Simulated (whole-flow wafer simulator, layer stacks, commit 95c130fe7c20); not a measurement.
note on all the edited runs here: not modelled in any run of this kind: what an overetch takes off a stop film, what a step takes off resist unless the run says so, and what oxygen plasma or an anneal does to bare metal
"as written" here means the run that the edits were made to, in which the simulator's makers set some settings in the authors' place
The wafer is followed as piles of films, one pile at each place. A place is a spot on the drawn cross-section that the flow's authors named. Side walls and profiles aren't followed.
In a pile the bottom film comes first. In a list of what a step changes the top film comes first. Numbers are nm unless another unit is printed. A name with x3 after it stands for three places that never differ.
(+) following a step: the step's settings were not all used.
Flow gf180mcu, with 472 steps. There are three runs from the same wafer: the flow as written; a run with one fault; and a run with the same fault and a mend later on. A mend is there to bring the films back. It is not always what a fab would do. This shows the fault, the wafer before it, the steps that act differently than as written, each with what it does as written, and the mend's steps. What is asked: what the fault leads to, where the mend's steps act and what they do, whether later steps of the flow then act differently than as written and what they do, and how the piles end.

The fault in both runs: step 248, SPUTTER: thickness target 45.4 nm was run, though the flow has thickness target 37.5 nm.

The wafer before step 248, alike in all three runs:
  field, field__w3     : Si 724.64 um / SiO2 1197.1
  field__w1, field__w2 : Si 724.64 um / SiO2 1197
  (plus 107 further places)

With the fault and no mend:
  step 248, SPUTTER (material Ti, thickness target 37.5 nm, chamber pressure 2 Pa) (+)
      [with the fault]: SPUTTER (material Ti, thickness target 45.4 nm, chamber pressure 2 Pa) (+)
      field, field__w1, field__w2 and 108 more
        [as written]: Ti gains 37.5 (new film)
        [with the fault]: Ti gains 45.4 (new film)
  Later steps of the flow acting differently than as written:
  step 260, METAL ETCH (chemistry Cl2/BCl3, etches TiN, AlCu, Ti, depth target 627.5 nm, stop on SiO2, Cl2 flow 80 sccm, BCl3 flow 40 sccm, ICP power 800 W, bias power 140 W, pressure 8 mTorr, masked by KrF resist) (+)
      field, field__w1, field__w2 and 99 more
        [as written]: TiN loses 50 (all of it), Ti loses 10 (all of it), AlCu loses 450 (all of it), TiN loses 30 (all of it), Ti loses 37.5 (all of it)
        [with the fault]: TiN loses 50 (all of it), Ti loses 10 (all of it), AlCu loses 450 (all of it), TiN loses 30 (all of it), Ti loses 45.4 (all of it)
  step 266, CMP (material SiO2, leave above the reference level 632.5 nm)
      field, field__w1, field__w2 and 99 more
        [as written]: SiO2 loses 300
        [with the fault]: SiO2 loses 292.1
  The piles end different from the flow's at field__w8, contact, m1 and 6 more by more than 2% or 0.5 nm, whichever is larger.
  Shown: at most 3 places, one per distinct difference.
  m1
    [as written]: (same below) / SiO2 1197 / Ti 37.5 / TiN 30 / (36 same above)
    [with the fault]: (same below) / SiO2 1197 / Ti 45.4 / TiN 30 / (36 same above)
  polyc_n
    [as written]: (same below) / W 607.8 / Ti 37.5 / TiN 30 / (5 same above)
    [with the fault]: (same below) / W 607.8 / Ti 45.4 / TiN 30 / (5 same above)
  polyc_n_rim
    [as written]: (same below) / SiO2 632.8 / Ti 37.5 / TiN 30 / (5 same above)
    [with the fault]: (same below) / SiO2 632.8 / Ti 45.4 / TiN 30 / (5 same above)

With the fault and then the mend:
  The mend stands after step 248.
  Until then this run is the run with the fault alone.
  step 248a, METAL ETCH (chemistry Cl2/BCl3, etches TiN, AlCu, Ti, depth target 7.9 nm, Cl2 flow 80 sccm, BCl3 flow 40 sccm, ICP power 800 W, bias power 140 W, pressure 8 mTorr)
      field, field__w1, field__w2 and 108 more
        Ti loses 7.9
  Every later step of the flow that is run acts as written at every place that is followed.
  By the end, the piles equal the flow's at every place that both follow.
